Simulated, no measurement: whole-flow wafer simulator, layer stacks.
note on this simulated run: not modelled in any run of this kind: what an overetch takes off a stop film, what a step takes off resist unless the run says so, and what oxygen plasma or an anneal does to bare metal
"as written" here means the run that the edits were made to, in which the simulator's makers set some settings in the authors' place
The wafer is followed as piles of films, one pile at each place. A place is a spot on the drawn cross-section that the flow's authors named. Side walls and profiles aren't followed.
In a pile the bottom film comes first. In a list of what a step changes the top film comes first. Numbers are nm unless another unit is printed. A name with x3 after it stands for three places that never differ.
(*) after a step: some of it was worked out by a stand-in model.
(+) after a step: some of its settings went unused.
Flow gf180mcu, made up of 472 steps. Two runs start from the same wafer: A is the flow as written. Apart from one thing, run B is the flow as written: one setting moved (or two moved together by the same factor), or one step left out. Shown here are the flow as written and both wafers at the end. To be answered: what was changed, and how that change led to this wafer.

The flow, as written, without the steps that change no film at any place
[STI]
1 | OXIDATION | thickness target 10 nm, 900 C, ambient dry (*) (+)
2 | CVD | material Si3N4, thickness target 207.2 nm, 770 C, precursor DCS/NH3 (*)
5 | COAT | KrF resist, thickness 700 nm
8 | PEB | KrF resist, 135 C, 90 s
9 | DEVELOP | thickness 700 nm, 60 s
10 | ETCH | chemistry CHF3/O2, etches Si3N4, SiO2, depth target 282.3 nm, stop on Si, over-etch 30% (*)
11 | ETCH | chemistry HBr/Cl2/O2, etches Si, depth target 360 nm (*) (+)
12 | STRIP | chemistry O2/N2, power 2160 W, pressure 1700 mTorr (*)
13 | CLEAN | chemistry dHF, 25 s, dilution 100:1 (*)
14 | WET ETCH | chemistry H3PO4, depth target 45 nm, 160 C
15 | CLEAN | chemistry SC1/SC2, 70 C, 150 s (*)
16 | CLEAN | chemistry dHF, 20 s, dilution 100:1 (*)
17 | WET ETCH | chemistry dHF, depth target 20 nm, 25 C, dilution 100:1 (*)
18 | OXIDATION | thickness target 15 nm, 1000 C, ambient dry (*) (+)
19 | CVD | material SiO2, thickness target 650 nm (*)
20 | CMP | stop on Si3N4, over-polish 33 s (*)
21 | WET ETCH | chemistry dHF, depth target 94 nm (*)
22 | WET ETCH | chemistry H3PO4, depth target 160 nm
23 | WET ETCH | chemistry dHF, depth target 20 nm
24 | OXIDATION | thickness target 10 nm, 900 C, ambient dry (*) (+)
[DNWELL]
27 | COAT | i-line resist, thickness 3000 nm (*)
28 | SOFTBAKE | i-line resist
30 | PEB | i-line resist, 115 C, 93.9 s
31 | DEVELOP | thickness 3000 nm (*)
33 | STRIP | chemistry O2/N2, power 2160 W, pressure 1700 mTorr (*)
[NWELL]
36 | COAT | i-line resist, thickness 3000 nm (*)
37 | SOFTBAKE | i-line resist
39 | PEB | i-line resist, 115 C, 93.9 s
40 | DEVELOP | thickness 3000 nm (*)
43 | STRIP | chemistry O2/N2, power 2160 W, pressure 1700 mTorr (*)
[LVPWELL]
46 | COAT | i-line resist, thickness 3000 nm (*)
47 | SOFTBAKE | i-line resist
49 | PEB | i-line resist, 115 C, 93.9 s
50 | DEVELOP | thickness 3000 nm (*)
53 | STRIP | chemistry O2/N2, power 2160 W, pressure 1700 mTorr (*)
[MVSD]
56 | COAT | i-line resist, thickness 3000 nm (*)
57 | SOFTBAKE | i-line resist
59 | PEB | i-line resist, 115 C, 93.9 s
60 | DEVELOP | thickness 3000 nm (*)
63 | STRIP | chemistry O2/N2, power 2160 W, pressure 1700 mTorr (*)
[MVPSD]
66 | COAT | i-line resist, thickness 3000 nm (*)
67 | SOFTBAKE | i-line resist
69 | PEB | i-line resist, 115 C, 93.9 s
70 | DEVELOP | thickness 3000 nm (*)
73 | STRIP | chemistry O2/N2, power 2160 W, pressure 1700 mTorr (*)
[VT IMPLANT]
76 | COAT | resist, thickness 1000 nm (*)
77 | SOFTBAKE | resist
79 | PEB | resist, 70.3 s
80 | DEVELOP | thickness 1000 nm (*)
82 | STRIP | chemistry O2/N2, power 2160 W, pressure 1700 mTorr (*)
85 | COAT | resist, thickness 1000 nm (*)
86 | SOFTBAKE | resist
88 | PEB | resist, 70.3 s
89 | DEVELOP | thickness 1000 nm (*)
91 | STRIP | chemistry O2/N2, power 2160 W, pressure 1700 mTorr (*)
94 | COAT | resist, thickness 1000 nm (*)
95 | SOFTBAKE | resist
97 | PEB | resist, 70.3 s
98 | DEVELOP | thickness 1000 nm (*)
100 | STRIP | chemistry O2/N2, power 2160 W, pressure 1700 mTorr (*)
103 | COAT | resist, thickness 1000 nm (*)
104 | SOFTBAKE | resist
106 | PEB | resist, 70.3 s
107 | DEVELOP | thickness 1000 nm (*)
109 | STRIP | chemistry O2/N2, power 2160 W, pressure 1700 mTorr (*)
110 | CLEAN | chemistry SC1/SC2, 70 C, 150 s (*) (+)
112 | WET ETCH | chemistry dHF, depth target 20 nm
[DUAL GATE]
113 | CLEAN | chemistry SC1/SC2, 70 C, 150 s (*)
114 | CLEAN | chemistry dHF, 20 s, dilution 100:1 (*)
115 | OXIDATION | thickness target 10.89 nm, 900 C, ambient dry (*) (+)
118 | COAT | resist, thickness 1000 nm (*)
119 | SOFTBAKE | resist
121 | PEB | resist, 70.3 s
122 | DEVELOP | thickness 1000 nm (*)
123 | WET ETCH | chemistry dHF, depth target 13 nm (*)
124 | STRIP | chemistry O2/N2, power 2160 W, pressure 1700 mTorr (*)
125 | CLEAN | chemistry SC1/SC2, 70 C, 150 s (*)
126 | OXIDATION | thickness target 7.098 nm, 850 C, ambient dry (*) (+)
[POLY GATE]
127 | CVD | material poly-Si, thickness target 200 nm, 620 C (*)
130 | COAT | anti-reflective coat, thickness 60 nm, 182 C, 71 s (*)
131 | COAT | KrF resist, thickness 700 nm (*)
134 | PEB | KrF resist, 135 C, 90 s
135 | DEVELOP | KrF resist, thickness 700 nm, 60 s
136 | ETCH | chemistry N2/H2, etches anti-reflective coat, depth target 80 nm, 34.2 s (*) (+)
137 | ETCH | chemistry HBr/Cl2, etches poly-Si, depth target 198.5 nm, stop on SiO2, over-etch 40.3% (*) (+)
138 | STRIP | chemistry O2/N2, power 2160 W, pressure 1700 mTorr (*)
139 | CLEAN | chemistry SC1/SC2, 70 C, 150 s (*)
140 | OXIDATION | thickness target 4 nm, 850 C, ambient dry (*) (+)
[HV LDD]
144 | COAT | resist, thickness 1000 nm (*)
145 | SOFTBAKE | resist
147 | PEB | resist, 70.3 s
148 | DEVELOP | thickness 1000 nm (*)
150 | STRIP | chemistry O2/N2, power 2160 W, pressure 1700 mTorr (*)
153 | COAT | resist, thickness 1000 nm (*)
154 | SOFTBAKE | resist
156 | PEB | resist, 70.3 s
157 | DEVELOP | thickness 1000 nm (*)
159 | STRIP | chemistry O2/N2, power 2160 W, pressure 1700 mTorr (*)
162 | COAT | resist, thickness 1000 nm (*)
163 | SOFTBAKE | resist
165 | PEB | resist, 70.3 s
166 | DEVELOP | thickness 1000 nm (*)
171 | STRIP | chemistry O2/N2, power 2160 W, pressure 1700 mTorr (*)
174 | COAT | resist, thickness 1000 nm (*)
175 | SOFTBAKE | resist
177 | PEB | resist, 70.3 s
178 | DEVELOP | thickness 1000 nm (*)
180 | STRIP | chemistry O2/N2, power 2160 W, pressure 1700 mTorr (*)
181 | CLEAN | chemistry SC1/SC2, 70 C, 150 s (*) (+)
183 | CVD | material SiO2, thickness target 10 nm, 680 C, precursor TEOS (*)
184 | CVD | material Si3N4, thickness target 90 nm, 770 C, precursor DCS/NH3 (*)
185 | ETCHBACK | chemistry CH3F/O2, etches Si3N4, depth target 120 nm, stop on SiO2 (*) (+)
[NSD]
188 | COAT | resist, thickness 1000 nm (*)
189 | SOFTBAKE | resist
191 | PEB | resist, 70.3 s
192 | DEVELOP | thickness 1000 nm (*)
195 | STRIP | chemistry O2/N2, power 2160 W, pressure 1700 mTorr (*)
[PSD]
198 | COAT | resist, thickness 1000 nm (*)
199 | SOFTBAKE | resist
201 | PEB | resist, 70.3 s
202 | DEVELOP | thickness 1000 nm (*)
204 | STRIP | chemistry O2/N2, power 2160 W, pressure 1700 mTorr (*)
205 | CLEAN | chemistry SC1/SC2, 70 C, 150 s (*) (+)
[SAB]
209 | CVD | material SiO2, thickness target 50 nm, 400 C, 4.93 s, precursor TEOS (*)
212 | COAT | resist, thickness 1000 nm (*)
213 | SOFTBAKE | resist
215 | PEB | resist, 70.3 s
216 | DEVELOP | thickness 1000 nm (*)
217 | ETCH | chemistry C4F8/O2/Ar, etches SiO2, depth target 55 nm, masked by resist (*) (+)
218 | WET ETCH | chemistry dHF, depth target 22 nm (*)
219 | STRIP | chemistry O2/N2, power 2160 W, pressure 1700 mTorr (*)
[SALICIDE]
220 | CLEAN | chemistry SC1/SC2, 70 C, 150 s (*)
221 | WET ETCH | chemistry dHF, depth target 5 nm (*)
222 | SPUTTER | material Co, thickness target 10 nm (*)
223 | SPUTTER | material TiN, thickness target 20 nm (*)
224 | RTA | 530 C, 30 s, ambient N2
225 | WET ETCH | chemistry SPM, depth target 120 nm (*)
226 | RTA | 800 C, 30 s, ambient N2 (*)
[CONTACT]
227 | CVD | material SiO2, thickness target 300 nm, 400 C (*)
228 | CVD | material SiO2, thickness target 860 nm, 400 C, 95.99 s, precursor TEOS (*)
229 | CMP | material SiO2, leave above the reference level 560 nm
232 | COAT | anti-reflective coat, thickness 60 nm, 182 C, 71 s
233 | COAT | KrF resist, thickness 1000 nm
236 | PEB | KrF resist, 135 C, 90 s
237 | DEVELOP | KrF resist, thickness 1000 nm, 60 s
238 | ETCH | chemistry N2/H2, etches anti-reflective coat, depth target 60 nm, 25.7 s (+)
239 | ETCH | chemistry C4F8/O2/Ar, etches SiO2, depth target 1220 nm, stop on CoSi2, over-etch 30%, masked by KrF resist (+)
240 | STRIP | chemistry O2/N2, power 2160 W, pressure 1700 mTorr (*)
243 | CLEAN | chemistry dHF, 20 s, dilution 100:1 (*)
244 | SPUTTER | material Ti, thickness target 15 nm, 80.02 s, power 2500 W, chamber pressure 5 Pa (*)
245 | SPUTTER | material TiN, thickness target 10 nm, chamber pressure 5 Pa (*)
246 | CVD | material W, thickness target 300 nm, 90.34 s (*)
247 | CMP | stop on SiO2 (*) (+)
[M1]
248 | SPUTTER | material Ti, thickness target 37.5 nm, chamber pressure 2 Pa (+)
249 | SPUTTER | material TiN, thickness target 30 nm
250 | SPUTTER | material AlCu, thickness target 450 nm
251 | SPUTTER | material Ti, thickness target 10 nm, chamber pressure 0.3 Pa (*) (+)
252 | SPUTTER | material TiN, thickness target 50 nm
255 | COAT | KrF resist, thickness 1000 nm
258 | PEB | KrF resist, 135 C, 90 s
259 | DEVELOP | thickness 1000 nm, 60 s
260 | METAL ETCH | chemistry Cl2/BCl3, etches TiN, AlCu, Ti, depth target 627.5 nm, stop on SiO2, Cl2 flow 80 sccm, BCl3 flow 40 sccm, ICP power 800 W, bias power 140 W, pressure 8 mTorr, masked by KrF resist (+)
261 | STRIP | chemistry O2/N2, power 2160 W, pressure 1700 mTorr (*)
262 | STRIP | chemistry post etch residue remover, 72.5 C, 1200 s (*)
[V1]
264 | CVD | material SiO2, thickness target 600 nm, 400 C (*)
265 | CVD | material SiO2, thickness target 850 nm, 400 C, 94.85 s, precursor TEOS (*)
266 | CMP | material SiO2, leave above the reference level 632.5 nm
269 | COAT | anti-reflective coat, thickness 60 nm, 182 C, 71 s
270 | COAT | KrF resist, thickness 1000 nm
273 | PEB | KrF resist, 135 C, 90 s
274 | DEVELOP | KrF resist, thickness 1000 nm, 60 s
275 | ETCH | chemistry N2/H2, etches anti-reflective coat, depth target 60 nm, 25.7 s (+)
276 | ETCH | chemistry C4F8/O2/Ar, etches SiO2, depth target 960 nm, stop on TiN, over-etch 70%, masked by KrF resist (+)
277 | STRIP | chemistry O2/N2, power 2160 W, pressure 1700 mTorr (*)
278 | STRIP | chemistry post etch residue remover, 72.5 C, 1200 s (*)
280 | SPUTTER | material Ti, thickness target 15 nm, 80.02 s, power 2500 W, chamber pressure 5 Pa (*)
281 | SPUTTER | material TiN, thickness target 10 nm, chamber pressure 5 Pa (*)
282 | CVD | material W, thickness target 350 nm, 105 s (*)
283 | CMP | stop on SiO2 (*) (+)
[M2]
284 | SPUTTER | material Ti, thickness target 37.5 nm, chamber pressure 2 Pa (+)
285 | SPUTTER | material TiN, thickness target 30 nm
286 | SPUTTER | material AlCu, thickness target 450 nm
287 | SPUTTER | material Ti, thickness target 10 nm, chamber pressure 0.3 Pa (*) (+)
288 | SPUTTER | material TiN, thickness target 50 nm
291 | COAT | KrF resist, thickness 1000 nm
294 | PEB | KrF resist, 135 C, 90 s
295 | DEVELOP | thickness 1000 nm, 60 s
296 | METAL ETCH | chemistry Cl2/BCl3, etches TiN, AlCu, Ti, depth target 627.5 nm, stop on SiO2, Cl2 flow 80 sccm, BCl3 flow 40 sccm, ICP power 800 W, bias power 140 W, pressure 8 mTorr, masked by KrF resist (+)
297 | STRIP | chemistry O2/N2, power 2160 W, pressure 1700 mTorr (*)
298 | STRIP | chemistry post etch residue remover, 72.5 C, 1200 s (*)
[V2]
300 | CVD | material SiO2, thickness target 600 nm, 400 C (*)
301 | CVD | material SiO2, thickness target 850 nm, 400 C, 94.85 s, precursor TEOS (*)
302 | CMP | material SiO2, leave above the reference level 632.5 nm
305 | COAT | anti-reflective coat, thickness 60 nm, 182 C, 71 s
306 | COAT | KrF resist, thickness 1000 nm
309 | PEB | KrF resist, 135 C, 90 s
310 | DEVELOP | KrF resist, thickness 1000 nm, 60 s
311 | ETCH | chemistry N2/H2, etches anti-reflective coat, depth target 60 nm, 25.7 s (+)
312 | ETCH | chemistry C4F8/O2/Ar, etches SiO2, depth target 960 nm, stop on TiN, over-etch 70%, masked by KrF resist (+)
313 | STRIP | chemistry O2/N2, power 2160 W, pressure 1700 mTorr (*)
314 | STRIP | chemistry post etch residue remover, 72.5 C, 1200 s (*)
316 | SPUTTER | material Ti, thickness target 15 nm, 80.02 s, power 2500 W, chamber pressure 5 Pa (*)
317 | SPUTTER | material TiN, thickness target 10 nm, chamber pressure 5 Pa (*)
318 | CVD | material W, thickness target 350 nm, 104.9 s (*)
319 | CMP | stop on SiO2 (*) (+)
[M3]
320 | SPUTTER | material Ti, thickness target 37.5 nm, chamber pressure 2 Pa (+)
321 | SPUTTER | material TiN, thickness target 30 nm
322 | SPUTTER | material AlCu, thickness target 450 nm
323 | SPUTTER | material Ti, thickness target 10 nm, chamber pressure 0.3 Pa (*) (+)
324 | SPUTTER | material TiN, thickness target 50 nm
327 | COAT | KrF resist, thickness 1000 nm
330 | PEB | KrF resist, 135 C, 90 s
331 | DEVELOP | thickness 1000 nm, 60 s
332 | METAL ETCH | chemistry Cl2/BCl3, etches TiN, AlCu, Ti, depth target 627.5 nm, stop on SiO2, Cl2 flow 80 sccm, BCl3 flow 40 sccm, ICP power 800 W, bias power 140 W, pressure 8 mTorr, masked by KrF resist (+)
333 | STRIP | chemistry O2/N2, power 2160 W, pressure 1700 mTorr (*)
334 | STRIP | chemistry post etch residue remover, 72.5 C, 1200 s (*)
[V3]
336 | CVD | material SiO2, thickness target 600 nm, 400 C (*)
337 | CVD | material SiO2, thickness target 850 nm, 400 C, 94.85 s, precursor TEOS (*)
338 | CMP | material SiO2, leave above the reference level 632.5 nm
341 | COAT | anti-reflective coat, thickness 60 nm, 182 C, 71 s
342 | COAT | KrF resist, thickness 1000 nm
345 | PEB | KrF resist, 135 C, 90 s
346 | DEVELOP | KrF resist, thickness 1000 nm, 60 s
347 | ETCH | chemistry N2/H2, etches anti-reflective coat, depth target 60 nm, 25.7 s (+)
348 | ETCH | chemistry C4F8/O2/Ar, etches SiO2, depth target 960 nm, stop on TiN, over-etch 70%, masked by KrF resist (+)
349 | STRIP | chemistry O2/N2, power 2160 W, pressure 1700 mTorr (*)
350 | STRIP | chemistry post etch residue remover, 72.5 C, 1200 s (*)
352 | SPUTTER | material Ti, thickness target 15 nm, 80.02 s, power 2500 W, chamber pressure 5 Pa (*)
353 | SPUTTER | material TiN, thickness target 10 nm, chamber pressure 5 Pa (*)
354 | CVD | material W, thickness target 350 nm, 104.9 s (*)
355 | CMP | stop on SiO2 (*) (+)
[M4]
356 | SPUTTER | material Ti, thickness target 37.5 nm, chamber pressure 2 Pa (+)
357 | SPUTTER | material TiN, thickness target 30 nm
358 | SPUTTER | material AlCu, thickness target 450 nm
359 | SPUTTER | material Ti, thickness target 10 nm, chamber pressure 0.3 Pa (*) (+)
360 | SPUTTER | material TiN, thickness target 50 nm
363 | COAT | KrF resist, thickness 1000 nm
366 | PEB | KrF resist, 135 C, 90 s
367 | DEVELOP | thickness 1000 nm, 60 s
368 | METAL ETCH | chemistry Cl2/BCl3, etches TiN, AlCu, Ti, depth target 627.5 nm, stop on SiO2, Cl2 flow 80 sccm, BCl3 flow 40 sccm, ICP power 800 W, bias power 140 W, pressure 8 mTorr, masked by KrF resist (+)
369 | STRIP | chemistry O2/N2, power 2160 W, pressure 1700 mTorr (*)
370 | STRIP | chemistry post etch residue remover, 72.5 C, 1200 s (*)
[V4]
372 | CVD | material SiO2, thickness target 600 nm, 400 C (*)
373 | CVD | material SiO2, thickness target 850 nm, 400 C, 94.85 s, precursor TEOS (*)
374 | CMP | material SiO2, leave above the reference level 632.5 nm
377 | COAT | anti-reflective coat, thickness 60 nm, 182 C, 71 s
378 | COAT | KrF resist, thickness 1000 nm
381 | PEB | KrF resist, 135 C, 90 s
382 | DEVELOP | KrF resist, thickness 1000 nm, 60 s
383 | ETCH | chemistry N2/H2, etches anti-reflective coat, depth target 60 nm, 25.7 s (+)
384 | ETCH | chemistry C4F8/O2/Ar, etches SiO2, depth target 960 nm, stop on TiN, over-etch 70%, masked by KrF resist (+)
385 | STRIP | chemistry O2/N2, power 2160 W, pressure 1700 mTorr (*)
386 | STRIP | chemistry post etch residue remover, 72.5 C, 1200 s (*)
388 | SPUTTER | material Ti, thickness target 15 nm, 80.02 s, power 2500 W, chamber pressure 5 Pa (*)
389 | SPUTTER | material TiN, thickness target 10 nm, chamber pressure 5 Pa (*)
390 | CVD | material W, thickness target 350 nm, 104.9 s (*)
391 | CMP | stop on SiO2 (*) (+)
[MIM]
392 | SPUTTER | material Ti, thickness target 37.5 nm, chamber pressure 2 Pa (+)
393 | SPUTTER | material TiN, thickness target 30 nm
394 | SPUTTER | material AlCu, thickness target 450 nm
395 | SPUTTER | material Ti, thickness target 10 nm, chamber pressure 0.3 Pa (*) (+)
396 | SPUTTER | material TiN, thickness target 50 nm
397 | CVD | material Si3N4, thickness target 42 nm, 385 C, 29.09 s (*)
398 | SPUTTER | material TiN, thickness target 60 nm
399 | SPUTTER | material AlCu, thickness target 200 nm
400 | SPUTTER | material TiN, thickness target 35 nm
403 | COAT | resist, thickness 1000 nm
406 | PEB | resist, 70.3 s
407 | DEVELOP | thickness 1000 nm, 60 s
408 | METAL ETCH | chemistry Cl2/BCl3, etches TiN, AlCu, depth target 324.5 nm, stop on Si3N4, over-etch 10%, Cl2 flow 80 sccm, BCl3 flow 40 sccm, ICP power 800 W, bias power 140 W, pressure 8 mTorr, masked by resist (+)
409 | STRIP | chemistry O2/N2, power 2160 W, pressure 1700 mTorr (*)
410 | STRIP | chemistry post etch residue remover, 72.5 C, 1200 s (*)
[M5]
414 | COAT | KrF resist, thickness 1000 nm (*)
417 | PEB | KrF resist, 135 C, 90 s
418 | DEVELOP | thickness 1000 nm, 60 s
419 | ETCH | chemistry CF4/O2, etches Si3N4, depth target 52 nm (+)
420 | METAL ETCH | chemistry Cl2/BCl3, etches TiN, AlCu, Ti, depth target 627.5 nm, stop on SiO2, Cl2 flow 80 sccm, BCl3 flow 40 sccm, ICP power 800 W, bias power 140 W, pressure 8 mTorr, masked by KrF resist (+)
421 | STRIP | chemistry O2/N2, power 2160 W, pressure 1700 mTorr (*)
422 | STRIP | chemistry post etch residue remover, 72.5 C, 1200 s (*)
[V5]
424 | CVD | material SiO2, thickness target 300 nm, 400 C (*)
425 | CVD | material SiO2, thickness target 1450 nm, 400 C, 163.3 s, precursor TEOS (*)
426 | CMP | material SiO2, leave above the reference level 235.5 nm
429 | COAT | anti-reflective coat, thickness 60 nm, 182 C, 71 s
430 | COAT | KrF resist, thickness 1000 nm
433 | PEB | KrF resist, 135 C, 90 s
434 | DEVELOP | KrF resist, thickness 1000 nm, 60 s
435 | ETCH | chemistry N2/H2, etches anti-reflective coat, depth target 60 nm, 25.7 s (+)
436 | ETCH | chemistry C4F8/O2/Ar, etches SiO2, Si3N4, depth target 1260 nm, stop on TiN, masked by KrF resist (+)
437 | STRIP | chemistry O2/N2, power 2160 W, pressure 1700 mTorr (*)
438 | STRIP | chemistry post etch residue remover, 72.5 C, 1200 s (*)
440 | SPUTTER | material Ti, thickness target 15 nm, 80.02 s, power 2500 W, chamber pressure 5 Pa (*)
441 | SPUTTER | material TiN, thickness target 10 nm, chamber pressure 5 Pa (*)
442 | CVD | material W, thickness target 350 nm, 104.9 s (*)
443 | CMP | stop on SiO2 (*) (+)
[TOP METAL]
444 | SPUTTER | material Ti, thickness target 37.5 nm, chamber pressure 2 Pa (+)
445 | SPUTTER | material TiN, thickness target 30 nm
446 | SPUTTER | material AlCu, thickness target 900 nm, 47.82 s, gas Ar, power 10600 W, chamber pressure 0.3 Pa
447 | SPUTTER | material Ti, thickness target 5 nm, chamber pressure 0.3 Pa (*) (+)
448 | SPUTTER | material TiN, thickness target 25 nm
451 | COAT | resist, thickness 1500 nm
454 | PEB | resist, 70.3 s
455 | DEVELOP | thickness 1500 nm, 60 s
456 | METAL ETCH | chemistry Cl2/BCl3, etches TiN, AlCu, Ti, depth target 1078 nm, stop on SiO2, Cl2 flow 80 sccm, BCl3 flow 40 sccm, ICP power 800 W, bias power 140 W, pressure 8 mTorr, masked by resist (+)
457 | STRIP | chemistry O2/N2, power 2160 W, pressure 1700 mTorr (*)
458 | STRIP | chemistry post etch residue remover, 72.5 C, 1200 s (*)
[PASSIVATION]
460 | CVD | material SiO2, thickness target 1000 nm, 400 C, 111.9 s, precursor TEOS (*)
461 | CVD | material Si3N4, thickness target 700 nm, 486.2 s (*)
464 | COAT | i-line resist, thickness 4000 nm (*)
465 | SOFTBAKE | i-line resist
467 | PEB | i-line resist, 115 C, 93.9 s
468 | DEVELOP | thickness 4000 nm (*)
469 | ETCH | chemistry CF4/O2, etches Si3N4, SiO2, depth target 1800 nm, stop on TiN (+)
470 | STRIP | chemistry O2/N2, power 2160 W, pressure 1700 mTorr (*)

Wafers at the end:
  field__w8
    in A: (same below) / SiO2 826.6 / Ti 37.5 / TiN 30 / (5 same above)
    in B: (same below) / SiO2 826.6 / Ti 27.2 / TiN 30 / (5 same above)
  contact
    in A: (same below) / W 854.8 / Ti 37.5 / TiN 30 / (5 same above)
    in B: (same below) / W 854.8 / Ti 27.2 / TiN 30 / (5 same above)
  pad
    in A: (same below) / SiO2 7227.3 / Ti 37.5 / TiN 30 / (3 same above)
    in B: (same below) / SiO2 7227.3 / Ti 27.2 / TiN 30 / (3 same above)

Cause: step 444, SPUTTER: thickness target 27.2 nm was run, whereas the flow has thickness target 37.5 nm.
The wafer lets one read it off: field__w8 has Ti 27.2, and step 444 as written asks for 37.5 nm.

Step by step, how the change led to this:
  444 | SPUTTER | material Ti, thickness target 37.5 nm, chamber pressure 2 Pa (+)
      field, field__w1, field__w2 and 109 more: A +37.5 Ti (new film) | B +27.2 Ti (new film)
  456 | METAL ETCH | chemistry Cl2/BCl3, etches TiN, AlCu, Ti, depth target 1078 nm, stop on SiO2, Cl2 flow 80 sccm, BCl3 flow 40 sccm, ICP power 800 W, bias power 140 W, pressure 8 mTorr, masked by resist (+)
      field, field__w1, field__w2 and 103 more: A -25 TiN (all of it), -5 Ti (all of it), -900 AlCu (all of it), -30 TiN (all of it), -37.5 Ti (all of it) | B -25 TiN (all of it), -5 Ti (all of it), -900 AlCu (all of it), -30 TiN (all of it), -27.2 Ti (all of it)
